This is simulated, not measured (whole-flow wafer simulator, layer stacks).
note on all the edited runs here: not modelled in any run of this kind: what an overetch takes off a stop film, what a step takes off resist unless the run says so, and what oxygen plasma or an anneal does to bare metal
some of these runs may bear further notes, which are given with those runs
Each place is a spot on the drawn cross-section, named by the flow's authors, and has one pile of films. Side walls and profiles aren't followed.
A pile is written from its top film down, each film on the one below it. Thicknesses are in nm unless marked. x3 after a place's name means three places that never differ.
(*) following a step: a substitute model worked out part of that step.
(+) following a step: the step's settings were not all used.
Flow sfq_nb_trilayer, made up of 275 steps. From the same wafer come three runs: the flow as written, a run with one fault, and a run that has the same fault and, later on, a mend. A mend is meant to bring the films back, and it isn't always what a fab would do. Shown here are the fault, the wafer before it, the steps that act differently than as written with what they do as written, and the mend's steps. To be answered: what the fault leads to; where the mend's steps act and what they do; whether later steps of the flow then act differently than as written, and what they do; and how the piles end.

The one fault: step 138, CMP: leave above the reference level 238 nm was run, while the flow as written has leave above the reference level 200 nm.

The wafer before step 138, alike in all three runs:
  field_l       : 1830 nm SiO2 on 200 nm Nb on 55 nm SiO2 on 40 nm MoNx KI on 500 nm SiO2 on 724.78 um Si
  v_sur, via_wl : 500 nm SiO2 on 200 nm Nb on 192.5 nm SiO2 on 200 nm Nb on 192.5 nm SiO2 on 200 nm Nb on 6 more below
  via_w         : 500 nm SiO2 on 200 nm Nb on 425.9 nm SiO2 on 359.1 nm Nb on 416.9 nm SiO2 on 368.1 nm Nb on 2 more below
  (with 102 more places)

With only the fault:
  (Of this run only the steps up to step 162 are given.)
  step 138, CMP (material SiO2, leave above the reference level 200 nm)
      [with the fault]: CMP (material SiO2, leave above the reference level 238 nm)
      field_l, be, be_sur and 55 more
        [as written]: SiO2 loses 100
        [with the fault]: SiO2 loses 62
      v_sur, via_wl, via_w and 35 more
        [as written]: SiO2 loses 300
        [with the fault]: SiO2 loses 262
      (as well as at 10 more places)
  Later steps of the flow acting differently than as written (2 more steps, not shown, differ only slightly: by at most 2% or 0.5 nm, whichever is larger):
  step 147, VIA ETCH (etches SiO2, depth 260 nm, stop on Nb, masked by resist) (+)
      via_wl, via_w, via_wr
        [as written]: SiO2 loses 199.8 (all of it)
        [with the fault]: SiO2 loses 237.8 (all of it)
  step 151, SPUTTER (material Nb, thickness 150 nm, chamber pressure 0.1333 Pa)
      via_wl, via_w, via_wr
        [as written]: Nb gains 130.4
        [with the fault]: Nb gains 126
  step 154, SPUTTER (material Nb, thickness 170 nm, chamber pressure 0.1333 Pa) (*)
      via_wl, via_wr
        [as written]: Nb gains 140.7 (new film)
        [with the fault]: Nb gains 134.1 (new film)
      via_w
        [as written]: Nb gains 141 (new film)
        [with the fault]: Nb gains 134.4 (new film)
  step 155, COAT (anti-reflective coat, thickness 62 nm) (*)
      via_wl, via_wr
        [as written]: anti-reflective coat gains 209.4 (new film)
        [with the fault]: anti-reflective coat gains 248.1 (new film)
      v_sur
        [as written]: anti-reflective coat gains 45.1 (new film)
        [with the fault]: anti-reflective coat gains 43.6 (new film)
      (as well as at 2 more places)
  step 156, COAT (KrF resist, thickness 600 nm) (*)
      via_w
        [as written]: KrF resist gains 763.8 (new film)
        [with the fault]: KrF resist gains 798.7 (new film)
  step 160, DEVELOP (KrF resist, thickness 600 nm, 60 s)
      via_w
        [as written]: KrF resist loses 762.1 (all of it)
        [with the fault]: KrF resist loses 797 (all of it)
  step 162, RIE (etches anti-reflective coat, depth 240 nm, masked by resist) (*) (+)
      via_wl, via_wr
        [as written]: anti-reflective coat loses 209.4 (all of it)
        [with the fault]: anti-reflective coat loses 240
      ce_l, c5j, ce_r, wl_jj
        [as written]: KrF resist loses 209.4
        [with the fault]: KrF resist loses 240
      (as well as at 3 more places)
  The piles after step 162 differ from the flow's at field_l, v_sur, via_wl and 100 more by more than 2% or 0.5 nm, whichever is larger.
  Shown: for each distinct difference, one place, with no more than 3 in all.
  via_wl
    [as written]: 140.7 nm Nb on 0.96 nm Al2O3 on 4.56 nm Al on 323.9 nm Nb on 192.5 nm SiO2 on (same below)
    [with the fault]: 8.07 nm anti-reflective coat on 134.1 nm Nb on 0.96 nm Al2O3 on 4.41 nm Al on 319.5 nm Nb on 192.5 nm SiO2 on (same below)
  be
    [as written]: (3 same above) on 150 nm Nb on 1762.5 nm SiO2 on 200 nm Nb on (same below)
    [with the fault]: (3 same above) on 150 nm Nb on 1800.5 nm SiO2 on 200 nm Nb on (same below)
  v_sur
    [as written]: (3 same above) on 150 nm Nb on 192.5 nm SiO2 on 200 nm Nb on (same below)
    [with the fault]: (3 same above) on 150 nm Nb on 230.5 nm SiO2 on 200 nm Nb on (same below)

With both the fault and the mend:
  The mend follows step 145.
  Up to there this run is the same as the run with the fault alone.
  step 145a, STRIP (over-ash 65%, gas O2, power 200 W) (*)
      field_l, v_sur, via_sp and 100 more
        KrF resist loses 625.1 (all of it), anti-reflective coat loses 62 (all of it)
      via_wl, via_w, via_wr
        anti-reflective coat loses 62 (all of it)
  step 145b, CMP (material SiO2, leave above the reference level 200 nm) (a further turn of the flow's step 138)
      field_l, v_sur, via_wl and 103 more
        SiO2 loses 38
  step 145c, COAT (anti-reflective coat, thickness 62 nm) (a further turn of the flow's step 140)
      field_l, v_sur, via_wl and 103 more
        anti-reflective coat gains 62 (new film)
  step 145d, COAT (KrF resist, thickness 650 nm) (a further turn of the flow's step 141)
      field_l, v_sur, via_wl and 103 more
        KrF resist gains 650 (new film)
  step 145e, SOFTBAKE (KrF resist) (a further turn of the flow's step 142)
      leaves every film unchanged at each place that is followed
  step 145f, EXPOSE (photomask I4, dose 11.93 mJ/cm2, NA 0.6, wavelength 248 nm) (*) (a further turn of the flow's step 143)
      leaves every film unchanged at each place that is followed
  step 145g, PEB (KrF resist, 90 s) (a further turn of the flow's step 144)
      field_l, v_sur, via_wl and 103 more
        KrF resist loses 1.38
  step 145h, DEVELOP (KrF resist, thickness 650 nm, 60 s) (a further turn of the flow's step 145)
      field_l, v_sur, via_sp and 100 more
        KrF resist loses 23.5
      via_wl, via_w, via_wr
        KrF resist loses 648.6 (all of it)
  None of the later steps of the flow acts differently than as written at any place that is followed.
  The piles end the same as the flow's at every place that both follow.
